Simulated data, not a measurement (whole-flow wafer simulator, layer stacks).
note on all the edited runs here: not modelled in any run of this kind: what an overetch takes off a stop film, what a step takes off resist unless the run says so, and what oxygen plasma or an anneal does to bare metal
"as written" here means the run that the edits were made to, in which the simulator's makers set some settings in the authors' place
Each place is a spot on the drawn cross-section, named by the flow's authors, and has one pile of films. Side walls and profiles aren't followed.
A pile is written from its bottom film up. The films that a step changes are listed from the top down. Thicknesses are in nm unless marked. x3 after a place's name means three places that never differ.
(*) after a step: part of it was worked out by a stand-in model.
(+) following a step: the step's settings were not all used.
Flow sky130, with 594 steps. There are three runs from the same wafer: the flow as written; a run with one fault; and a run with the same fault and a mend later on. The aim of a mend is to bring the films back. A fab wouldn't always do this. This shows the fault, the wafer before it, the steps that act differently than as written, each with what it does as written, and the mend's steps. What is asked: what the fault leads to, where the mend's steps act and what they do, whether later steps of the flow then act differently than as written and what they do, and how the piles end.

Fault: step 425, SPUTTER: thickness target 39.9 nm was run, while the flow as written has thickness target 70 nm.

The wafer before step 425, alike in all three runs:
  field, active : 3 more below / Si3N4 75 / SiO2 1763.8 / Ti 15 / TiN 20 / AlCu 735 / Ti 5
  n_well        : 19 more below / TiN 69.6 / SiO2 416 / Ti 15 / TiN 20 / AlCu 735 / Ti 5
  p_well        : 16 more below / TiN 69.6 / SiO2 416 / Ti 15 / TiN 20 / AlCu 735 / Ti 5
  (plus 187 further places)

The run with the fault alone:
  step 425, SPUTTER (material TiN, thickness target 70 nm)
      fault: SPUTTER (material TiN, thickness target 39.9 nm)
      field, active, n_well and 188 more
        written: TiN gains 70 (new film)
        fault: TiN gains 39.9 (new film)
  Steps further on in the flow that do not act as written (17 more steps, not shown, differ only slightly: by at most 2% or 0.5 nm, whichever is larger):
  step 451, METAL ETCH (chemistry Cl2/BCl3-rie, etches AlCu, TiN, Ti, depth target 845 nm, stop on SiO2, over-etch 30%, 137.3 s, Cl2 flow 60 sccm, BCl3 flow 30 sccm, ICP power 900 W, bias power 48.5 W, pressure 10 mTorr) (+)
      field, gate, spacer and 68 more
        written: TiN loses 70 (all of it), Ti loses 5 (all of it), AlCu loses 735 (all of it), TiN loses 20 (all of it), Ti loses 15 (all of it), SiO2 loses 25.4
        fault: TiN loses 39.9 (all of it), Ti loses 5 (all of it), AlCu loses 735 (all of it), TiN loses 20 (all of it), Ti loses 15 (all of it), SiO2 loses 28.4
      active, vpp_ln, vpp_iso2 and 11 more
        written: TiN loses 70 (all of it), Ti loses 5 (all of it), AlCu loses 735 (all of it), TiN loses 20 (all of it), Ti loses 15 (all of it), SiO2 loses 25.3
        fault: TiN loses 39.9 (all of it), Ti loses 5 (all of it), AlCu loses 735 (all of it), TiN loses 20 (all of it), Ti loses 15 (all of it), SiO2 loses 28.4
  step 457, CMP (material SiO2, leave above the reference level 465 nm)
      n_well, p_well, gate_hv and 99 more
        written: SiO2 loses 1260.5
        fault: SiO2 loses 1230.4
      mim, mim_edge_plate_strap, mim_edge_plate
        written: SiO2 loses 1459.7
        fault: SiO2 loses 1429.6
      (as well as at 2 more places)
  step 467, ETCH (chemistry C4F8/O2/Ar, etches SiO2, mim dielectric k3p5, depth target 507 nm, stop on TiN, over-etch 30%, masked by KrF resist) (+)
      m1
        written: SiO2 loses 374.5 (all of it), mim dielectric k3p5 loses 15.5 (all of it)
        fault: SiO2 loses 404.6 (all of it), mim dielectric k3p5 loses 15.5 (all of it)
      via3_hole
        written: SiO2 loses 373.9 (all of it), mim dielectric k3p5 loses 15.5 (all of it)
        fault: SiO2 loses 404 (all of it), mim dielectric k3p5 loses 15.5 (all of it)
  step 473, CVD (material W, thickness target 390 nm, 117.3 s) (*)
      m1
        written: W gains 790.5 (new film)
        fault: W gains 821 (new film)
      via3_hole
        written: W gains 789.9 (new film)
        fault: W gains 820.4 (new film)
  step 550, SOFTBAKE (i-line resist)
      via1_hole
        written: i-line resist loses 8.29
        fault: i-line resist loses 7.42
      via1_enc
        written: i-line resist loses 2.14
        fault: i-line resist loses 1.33
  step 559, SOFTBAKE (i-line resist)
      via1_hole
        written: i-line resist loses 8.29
        fault: i-line resist loses 7.42
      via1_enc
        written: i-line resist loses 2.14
        fault: i-line resist loses 1.33
  The piles end different from the flow's at n_well, p_well, gate_hv and 104 more by more than 2% or 0.5 nm, whichever is larger.
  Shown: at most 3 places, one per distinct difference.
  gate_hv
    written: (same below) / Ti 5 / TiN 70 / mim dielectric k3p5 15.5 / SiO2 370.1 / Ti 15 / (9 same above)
    fault: (same below) / Ti 5 / TiN 39.9 / mim dielectric k3p5 15.5 / SiO2 400.2 / Ti 15 / (9 same above)
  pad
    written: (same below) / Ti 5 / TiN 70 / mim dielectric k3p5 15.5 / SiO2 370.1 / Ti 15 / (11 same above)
    fault: (same below) / Ti 5 / TiN 39.9 / mim dielectric k3p5 15.5 / SiO2 400.2 / Ti 15 / (11 same above)
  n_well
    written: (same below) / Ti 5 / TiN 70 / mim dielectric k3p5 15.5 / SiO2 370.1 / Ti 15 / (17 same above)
    fault: (same below) / Ti 5 / TiN 39.9 / mim dielectric k3p5 15.5 / SiO2 400.2 / Ti 15 / (17 same above)

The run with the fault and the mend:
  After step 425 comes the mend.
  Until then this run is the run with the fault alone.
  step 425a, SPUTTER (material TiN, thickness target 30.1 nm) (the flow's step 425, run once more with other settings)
      field, active, n_well and 188 more
        TiN gains 30.1
  Later steps of the flow that are run all act as written at every place that is followed.
  The piles end the same as the flow's at every place that both follow.
